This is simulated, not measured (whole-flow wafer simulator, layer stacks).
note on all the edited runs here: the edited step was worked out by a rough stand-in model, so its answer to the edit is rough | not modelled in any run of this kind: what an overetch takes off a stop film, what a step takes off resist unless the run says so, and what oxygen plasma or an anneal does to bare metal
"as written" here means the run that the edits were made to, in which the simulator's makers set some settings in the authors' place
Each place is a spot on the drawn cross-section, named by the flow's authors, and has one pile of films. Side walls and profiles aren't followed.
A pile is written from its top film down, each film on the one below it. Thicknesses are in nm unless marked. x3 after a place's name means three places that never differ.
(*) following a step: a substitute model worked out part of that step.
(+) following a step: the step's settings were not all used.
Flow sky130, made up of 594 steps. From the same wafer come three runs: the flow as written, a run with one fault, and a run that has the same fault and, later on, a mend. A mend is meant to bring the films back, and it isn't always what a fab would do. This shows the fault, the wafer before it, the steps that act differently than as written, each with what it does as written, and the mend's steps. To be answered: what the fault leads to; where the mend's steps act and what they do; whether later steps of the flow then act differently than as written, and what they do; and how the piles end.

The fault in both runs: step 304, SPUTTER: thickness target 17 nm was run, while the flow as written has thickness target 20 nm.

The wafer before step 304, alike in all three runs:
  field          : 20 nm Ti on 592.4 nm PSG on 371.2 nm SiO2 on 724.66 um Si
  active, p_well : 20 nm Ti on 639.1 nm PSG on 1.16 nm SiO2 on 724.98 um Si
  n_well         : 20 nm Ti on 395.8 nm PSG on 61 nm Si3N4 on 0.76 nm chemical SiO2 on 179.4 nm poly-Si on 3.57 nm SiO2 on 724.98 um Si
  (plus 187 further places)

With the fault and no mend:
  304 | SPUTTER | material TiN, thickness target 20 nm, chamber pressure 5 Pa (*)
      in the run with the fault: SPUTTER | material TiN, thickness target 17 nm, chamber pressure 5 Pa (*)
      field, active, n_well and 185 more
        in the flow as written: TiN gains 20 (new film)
        in the run with the fault: TiN gains 17 (new film)
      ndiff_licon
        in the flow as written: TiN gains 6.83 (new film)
        in the run with the fault: TiN gains 5.83 (new film)
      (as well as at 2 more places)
  Steps later in the flow that act otherwise than as written (1 more step, not shown, differs only slightly: by at most 2% or 0.5 nm, whichever is larger):
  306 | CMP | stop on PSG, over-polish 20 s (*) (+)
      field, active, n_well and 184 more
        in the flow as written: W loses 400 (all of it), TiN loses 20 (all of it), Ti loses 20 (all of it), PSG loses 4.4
        in the run with the fault: W loses 400 (all of it), TiN loses 17 (all of it), Ti loses 20 (all of it), PSG loses 4.4
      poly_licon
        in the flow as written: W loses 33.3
        in the run with the fault: W loses 30.3
  The piles end different from the flow's at poly_licon, ndiff_licon, ndiff_licon_cpp, rpo_hd_licon by more than 2% or 0.5 nm, whichever is larger.
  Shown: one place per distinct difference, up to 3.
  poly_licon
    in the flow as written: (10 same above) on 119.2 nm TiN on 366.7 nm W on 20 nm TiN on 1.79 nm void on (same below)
    in the run with the fault: (10 same above) on 119.2 nm TiN on 369.7 nm W on 17 nm TiN on 1.79 nm void on (same below)
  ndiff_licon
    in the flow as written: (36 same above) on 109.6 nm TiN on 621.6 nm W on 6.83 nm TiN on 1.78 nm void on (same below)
    in the run with the fault: (36 same above) on 109.6 nm TiN on 622.6 nm W on 5.83 nm TiN on 1.78 nm void on (same below)
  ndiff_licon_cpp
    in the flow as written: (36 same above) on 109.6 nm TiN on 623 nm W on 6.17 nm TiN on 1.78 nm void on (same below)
    in the run with the fault: (36 same above) on 109.6 nm TiN on 623.9 nm W on 5.27 nm TiN on 1.78 nm void on (same below)

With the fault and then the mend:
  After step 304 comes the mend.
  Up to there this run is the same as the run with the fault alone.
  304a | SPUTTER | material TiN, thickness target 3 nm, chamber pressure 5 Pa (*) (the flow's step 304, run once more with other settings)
      field, active, n_well and 185 more
        TiN gains 3
      ndiff_licon
        TiN gains 1
      ndiff_licon_cpp
        TiN gains 0.9
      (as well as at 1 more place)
  None of the later steps of the flow differs from how it acts as written, at any place that is followed, by more than 2% or 0.5 nm, whichever is larger.
  The piles end only slightly different from the flow's at the places that both follow, by no more than 2% or 0.5 nm, whichever is larger.
